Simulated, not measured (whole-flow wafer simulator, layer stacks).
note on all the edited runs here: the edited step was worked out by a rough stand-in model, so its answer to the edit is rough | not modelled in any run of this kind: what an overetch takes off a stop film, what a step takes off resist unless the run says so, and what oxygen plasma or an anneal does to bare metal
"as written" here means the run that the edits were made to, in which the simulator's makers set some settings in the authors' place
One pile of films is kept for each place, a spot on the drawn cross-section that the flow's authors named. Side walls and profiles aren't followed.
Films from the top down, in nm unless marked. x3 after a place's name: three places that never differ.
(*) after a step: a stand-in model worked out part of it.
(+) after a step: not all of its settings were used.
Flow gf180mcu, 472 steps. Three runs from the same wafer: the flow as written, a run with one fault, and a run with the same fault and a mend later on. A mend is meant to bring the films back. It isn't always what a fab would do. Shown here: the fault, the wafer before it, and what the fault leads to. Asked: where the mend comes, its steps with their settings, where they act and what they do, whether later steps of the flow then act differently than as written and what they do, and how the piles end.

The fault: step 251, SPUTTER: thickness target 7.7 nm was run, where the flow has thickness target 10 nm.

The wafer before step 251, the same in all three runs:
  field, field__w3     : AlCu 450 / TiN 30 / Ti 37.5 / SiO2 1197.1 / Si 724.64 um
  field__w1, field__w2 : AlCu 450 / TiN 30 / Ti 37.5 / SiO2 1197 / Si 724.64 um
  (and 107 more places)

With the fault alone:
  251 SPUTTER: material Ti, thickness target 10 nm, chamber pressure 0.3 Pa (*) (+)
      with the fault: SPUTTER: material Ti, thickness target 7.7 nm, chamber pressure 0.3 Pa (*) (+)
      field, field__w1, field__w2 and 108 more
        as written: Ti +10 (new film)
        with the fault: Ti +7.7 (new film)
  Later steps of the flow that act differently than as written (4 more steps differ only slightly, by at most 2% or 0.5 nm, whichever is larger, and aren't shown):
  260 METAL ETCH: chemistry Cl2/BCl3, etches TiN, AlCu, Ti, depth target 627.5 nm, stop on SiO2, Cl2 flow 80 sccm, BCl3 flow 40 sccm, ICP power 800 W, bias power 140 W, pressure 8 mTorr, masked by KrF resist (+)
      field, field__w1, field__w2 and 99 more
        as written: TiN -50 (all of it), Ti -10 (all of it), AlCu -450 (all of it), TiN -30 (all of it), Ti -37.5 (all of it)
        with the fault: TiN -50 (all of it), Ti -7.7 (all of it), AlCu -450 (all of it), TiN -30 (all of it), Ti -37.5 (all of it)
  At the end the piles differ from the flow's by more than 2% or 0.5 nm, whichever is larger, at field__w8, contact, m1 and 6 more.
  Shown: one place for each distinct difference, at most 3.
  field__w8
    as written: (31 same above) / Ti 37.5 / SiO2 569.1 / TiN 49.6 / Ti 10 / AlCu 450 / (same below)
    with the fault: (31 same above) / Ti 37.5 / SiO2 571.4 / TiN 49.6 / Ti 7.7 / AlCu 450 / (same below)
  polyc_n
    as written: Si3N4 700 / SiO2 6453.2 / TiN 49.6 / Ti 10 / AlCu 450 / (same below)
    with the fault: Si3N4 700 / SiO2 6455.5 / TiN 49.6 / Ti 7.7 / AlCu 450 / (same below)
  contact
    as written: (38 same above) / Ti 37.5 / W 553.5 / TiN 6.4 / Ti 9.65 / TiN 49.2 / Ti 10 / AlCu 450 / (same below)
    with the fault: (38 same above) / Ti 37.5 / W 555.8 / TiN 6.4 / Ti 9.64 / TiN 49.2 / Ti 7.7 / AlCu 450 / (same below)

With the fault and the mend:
  The mend comes after step 251.
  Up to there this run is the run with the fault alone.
  251a SPUTTER: material Ti, thickness target 2.3 nm, chamber pressure 0.3 Pa (*) (+) (the flow's step 251 once more, with other settings)
      field, field__w1, field__w2 and 108 more
        Ti +2.3
  No later step of the flow acts differently than as written at any place that is followed.
  At the end the piles are the same as the flow's at every place that both follow.
